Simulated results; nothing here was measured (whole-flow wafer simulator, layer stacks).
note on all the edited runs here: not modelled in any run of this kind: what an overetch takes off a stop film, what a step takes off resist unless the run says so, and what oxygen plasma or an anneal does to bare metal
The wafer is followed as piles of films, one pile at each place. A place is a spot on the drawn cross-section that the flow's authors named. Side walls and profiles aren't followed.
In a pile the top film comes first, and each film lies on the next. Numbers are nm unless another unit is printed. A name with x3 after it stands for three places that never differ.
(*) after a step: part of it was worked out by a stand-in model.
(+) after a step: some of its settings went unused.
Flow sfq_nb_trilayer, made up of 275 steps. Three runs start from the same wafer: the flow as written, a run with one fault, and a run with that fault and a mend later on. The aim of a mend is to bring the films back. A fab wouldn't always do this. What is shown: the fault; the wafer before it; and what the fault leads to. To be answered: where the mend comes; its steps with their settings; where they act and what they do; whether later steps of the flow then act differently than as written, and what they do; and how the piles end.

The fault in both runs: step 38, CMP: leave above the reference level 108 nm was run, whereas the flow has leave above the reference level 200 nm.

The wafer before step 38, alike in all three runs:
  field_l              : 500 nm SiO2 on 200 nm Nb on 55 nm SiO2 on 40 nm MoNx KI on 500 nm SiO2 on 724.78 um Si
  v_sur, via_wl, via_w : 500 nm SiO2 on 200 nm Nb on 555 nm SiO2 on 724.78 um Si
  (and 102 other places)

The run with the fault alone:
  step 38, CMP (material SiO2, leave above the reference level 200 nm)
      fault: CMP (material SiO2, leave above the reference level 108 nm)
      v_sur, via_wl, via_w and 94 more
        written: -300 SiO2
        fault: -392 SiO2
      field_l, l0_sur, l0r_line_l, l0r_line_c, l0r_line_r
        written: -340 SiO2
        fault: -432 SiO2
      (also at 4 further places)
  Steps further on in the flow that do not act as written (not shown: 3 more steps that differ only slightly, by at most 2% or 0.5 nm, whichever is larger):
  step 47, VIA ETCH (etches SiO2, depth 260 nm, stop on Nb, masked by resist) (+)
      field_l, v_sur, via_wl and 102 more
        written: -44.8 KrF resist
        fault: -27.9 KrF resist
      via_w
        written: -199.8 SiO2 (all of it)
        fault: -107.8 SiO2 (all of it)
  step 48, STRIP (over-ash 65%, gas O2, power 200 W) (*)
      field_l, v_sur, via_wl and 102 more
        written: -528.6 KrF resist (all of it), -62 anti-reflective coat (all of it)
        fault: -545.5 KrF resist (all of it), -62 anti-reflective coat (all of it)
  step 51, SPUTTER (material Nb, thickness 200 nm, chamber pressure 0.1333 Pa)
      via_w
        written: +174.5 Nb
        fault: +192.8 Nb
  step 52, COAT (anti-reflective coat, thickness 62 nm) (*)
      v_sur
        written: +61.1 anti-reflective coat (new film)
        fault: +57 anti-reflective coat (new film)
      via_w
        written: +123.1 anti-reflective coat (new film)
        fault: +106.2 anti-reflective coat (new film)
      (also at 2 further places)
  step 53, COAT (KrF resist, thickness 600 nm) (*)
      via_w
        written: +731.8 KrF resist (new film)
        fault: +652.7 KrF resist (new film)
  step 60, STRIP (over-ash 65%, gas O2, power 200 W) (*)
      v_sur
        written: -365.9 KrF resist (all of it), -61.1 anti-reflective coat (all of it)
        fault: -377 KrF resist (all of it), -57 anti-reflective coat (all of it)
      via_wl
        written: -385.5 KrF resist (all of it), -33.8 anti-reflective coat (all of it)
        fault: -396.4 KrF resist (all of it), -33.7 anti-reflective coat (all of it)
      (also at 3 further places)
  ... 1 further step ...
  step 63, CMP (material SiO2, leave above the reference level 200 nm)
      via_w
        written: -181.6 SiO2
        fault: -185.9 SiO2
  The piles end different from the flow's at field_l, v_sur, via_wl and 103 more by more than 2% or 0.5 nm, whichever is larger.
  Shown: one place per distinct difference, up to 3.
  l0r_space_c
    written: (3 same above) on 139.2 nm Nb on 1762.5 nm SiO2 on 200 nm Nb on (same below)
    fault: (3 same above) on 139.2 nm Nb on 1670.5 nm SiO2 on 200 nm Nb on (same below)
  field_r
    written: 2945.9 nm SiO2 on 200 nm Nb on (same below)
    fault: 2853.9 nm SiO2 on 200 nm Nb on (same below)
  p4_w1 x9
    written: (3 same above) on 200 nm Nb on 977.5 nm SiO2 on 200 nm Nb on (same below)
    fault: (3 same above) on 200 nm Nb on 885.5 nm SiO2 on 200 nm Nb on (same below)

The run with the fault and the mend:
  The mend stands after step 45.
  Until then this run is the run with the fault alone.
  step 45a, STRIP (over-ash 65%, gas O2, power 200 W) (*)
      field_l, v_sur, via_wl and 102 more
        -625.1 KrF resist (all of it), -62 anti-reflective coat (all of it)
      via_w
        -62 anti-reflective coat (all of it)
  step 45b, PECVD (material SiO2, thickness 92 nm, 150 C, 20.44 s, RF power 183.3 W, pressure 2.4 Torr, precursor SiH4/N2O) (the flow's step 37 again, with other settings)
      field_l, v_sur, via_wl and 103 more
        +92 SiO2
  step 45c, COAT (anti-reflective coat, thickness 62 nm) (the flow's step 40 again)
      field_l, v_sur, via_wl and 103 more
        +62 anti-reflective coat (new film)
  step 45d, COAT (KrF resist, thickness 650 nm) (the flow's step 41 again)
      field_l, v_sur, via_wl and 103 more
        +650 KrF resist (new film)
  step 45e, SOFTBAKE (KrF resist) (the flow's step 42 again)
      leaves every film unchanged at each place that is followed
  step 45f, EXPOSE (photomask I0, dose 11.91 mJ/cm2, NA 0.6, wavelength 248 nm) (*) (the flow's step 43 again)
      leaves every film unchanged at each place that is followed
  step 45g, PEB (KrF resist, 90 s) (the flow's step 44 again)
      field_l, v_sur, via_wl and 103 more
        -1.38 KrF resist
  step 45h, DEVELOP (KrF resist, thickness 650 nm, 60 s) (the flow's step 45 again)
      field_l, v_sur, via_wl and 102 more
        -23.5 KrF resist
      via_w
        -648.6 KrF resist (all of it)
  None of the later steps of the flow acts differently than as written at any place that is followed.
  The piles end the same as the flow's at every place that both follow.
